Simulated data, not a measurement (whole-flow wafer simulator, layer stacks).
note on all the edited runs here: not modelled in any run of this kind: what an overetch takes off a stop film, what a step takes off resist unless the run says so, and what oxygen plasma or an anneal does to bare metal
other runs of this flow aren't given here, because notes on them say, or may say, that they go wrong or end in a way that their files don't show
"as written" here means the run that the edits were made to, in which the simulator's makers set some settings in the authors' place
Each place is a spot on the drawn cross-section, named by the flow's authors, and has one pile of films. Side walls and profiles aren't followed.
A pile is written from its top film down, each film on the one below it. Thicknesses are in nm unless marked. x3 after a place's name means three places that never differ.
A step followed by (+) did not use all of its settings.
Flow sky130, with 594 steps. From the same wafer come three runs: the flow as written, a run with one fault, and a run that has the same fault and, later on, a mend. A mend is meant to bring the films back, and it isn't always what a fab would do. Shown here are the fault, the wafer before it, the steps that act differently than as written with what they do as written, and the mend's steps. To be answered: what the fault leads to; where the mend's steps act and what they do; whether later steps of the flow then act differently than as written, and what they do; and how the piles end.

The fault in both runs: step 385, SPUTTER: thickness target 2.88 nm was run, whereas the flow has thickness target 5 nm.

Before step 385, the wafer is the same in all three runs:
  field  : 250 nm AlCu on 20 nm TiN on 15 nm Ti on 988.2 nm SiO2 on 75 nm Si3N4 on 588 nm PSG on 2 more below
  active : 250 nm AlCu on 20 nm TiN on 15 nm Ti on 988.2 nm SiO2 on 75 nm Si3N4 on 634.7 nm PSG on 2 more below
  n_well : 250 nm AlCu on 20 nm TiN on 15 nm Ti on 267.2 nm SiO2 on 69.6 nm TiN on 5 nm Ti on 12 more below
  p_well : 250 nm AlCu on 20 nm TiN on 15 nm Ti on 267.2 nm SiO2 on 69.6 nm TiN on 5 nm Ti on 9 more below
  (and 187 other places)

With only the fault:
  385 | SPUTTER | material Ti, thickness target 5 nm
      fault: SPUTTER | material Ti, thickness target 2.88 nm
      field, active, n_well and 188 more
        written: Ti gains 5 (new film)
        fault: Ti gains 2.88 (new film)
  Steps further on in the flow that do not act as written (not shown: 21 more steps that differ only slightly, by at most 2% or 0.5 nm, whichever is larger):
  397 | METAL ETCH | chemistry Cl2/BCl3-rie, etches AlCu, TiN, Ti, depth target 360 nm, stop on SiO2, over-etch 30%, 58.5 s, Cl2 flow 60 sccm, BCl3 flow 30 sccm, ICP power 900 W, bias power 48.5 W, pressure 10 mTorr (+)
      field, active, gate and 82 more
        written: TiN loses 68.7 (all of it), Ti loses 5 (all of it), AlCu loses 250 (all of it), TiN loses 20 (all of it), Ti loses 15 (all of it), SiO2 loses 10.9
        fault: TiN loses 68.7 (all of it), Ti loses 2.88 (all of it), AlCu loses 250 (all of it), TiN loses 20 (all of it), Ti loses 15 (all of it), SiO2 loses 11.1
  At n_well, p_well, gate_hv and 103 more, the piles at the end differ from the flow's by more than 2% or 0.5 nm, whichever is larger.
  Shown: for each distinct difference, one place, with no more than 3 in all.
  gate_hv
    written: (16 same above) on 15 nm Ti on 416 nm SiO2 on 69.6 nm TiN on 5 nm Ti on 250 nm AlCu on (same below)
    fault: (16 same above) on 15 nm Ti on 418.1 nm SiO2 on 69.6 nm TiN on 2.88 nm Ti on 250 nm AlCu on (same below)
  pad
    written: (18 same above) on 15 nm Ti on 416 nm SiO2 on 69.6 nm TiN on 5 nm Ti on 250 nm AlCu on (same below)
    fault: (18 same above) on 15 nm Ti on 418.1 nm SiO2 on 69.6 nm TiN on 2.88 nm Ti on 250 nm AlCu on (same below)
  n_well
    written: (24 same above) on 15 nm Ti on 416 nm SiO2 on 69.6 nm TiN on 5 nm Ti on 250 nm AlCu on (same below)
    fault: (24 same above) on 15 nm Ti on 418.1 nm SiO2 on 69.6 nm TiN on 2.88 nm Ti on 250 nm AlCu on (same below)

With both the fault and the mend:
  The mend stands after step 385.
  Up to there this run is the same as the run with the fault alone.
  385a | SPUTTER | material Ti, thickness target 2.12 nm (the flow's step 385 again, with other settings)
      field, active, n_well and 188 more
        Ti gains 2.12
  Later steps of the flow that are run all act as written at every place that is followed.
  By the end, the piles equal the flow's at every place that both follow.
